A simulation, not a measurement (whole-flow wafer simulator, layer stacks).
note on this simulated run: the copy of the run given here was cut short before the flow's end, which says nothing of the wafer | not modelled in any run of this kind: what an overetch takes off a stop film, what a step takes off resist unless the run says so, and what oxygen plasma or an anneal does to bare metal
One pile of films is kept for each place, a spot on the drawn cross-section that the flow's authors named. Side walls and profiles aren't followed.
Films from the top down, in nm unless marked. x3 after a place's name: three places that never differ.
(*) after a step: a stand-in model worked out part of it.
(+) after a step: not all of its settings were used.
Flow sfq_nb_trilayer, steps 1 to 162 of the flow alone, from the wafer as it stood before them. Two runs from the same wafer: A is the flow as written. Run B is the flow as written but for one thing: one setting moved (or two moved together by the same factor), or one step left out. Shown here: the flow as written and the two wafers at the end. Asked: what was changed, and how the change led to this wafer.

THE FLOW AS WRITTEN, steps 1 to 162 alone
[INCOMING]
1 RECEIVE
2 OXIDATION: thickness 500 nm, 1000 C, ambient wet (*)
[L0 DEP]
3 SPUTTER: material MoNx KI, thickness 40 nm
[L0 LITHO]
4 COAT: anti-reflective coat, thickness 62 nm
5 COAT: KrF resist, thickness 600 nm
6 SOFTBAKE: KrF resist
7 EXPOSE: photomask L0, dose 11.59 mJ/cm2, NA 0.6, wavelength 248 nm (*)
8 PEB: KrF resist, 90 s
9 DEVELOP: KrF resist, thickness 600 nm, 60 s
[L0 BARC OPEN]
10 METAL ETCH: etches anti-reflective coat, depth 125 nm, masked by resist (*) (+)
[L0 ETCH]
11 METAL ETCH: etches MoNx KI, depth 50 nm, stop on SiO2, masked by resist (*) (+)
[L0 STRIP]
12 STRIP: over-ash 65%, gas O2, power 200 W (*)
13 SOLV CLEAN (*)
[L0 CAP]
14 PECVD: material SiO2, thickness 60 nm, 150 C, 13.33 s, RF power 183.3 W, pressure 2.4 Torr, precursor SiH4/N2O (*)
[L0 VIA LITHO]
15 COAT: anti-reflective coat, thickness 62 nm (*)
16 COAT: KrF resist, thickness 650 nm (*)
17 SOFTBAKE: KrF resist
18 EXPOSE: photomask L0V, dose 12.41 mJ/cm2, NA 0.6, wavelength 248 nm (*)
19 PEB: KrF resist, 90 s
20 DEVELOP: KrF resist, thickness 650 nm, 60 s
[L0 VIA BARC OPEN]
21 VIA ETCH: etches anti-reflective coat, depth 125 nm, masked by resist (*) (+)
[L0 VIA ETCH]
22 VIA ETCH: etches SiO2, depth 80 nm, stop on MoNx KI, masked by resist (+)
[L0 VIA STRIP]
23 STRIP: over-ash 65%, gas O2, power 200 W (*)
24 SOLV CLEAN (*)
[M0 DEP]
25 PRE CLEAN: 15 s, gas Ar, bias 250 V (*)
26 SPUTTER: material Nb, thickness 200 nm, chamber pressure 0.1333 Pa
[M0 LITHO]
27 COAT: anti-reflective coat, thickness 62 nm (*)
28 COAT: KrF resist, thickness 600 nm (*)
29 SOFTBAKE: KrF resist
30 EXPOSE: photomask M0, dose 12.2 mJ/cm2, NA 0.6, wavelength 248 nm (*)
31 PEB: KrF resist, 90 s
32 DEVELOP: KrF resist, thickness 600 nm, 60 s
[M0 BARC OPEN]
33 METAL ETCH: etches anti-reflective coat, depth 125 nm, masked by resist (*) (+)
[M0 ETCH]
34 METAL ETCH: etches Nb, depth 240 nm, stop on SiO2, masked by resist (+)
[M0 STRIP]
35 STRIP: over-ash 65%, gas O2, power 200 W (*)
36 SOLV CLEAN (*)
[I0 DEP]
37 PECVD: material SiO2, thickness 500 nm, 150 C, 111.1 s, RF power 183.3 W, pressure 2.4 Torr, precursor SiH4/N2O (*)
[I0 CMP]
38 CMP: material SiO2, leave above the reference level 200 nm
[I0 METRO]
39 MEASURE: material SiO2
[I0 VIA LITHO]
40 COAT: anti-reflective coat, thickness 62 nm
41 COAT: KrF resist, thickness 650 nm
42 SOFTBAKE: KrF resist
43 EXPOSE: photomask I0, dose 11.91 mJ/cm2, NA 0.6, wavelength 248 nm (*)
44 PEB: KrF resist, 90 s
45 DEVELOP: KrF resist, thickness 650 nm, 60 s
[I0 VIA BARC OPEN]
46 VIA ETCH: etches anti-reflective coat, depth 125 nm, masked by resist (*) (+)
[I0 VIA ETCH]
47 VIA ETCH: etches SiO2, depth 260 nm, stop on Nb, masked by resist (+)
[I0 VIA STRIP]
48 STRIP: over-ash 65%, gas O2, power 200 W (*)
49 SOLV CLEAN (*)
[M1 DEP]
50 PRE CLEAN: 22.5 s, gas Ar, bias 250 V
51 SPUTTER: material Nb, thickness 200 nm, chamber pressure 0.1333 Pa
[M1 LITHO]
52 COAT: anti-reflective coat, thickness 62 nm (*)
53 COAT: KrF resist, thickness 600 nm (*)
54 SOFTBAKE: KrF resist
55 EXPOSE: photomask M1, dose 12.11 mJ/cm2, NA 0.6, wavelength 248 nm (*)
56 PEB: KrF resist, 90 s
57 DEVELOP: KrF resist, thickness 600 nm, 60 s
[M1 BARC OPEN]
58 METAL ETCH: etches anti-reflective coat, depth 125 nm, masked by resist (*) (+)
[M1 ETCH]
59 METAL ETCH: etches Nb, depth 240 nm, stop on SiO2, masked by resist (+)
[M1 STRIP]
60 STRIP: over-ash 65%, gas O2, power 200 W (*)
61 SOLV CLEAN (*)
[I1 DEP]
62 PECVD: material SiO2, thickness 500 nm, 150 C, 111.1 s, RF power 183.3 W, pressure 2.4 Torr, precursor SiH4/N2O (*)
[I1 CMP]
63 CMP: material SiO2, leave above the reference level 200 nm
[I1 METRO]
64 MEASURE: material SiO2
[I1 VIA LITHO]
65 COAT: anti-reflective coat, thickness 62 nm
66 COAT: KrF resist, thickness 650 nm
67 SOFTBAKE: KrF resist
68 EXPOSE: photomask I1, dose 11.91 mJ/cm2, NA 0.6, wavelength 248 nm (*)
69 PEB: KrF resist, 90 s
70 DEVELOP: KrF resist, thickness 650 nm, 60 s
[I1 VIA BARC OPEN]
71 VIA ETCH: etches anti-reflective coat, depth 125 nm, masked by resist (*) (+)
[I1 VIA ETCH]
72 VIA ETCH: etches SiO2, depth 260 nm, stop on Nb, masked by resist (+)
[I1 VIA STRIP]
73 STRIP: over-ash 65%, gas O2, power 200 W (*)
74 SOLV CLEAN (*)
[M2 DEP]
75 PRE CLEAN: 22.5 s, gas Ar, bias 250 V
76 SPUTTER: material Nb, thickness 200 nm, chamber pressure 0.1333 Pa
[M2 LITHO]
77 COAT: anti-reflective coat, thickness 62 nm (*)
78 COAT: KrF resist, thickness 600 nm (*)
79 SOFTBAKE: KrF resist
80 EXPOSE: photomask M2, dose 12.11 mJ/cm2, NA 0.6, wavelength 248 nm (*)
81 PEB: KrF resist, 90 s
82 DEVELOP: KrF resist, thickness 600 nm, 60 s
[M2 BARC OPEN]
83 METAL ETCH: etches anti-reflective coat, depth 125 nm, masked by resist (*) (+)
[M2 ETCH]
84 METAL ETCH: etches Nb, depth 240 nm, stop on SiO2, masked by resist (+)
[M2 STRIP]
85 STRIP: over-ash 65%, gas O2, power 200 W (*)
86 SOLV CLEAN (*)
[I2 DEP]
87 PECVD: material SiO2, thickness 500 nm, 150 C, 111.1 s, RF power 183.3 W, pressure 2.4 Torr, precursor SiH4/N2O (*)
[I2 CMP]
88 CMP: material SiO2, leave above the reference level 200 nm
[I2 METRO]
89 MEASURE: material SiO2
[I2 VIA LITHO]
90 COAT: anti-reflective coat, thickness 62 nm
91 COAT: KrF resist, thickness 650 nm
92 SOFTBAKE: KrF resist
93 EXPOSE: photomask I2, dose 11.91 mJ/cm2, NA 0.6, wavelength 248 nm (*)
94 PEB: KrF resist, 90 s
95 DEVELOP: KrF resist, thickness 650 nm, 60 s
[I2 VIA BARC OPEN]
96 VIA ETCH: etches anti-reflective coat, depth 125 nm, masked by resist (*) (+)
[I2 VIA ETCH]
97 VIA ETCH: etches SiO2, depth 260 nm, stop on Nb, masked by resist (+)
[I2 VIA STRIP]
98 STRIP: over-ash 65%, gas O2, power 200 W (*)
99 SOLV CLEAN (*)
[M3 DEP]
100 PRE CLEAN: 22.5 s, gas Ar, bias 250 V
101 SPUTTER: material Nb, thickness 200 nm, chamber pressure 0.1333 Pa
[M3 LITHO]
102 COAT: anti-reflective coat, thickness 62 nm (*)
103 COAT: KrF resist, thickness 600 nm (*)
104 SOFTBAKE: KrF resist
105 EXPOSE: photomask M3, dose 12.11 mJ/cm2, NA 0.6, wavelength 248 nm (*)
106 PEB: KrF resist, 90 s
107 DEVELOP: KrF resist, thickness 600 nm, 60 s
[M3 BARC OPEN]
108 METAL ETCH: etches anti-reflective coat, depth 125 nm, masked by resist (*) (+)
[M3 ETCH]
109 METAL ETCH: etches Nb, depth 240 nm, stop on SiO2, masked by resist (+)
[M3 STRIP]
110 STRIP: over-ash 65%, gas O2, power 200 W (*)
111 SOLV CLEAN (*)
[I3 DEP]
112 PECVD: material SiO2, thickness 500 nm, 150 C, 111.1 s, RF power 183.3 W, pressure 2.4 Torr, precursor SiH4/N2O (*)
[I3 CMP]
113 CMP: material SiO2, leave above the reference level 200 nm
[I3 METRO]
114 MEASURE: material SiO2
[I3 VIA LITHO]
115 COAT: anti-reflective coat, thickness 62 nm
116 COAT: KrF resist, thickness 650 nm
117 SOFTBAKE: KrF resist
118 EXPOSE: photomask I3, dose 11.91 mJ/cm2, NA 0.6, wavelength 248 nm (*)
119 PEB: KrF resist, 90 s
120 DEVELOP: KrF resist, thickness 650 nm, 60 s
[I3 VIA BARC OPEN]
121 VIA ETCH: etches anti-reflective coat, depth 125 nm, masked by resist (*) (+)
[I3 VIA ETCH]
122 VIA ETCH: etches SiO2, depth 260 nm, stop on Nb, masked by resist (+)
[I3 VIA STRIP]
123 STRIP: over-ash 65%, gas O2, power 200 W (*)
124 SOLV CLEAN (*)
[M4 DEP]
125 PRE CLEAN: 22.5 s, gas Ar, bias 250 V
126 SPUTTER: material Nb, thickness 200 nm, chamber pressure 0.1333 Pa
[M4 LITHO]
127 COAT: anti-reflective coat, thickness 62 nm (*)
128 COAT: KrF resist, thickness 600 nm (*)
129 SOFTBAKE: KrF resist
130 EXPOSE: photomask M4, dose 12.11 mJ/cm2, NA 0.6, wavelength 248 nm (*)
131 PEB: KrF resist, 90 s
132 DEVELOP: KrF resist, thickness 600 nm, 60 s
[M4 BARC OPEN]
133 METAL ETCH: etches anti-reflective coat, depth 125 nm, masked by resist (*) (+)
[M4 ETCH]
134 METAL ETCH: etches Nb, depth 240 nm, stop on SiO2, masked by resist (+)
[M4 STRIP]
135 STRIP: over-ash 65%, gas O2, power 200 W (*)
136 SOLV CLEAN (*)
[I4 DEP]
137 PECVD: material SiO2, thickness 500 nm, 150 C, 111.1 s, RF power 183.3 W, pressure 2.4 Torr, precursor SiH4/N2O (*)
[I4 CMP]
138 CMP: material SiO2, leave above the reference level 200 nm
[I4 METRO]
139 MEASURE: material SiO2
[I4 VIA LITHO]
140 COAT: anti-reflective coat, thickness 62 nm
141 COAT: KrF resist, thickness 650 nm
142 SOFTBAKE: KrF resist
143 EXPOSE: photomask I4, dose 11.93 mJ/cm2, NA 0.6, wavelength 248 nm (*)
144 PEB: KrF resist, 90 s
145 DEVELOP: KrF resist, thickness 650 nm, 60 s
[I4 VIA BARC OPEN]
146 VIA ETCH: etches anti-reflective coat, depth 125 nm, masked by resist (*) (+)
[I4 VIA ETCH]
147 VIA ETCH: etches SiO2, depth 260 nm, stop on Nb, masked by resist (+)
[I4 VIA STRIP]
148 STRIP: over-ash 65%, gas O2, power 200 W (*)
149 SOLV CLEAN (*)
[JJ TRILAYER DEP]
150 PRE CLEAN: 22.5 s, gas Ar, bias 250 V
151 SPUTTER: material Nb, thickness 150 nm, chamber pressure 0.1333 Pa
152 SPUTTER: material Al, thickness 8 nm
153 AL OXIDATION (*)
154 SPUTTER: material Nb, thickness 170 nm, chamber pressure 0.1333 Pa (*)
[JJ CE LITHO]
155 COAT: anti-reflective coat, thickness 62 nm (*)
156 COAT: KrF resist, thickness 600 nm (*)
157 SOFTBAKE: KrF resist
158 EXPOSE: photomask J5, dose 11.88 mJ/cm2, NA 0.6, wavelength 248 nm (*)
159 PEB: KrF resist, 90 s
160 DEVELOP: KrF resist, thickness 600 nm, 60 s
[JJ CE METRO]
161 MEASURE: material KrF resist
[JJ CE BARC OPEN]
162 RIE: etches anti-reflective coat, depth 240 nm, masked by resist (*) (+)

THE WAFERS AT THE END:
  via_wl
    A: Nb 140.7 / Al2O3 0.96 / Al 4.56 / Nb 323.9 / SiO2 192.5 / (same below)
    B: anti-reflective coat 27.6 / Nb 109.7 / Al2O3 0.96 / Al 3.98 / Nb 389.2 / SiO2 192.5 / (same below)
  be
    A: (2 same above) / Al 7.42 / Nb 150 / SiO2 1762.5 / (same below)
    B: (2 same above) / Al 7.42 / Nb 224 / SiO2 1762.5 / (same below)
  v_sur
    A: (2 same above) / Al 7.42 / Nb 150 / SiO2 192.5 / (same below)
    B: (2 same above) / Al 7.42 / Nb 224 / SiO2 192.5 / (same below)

The cause: step 151, SPUTTER: thickness 224 nm was run, where the flow has thickness 150 nm.
It can be read off the wafer: be has Nb 224, and step 151 as written asks for 150 nm.

How the change led to this, step by step:
  151 SPUTTER: material Nb, thickness 150 nm, chamber pressure 0.1333 Pa
      field_l, v_sur, via_sp and 100 more: A Nb +150 (new film) | B Nb +224 (new film)
      via_wl, via_w, via_wr: A Nb +130.4 | B Nb +195.7
  152 SPUTTER: material Al, thickness 8 nm
      via_wl, via_wr: A Al +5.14 (new film) | B Al +4.56 (new film)
  154 SPUTTER: material Nb, thickness 170 nm, chamber pressure 0.1333 Pa (*)
      via_wl, via_wr: A Nb +140.7 (new film) | B Nb +109.7 (new film)
      via_w: A Nb +141 (new film) | B Nb +155.3 (new film)
  155 COAT: anti-reflective coat, thickness 62 nm (*)
      via_wl, via_wr: A anti-reflective coat +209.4 (new film) | B anti-reflective coat +267.6 (new film)
      via_w: A anti-reflective coat +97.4 (new film) | B anti-reflective coat +103.4 (new film)
  156 COAT: KrF resist, thickness 600 nm (*)
      via_wl: A KrF resist +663 (new film) | B KrF resist +647.7 (new film)
      via_wr: A KrF resist +663.2 (new film) | B KrF resist +647.9 (new film)
  160 DEVELOP: KrF resist, thickness 600 nm, 60 s
      via_wl: A KrF resist -661.6 (all of it) | B KrF resist -646.3 (all of it)
      via_wr: A KrF resist -661.8 (all of it) | B KrF resist -646.5 (all of it)
  162 RIE: etches anti-reflective coat, depth 240 nm, masked by resist (*) (+)
      via_wl, via_wr: A anti-reflective coat -209.4 (all of it) | B anti-reflective coat -240
      ce_l, c5j, ce_r, wl_jj: A KrF resist -209.4 | B KrF resist -240
      (and at 1 more place)
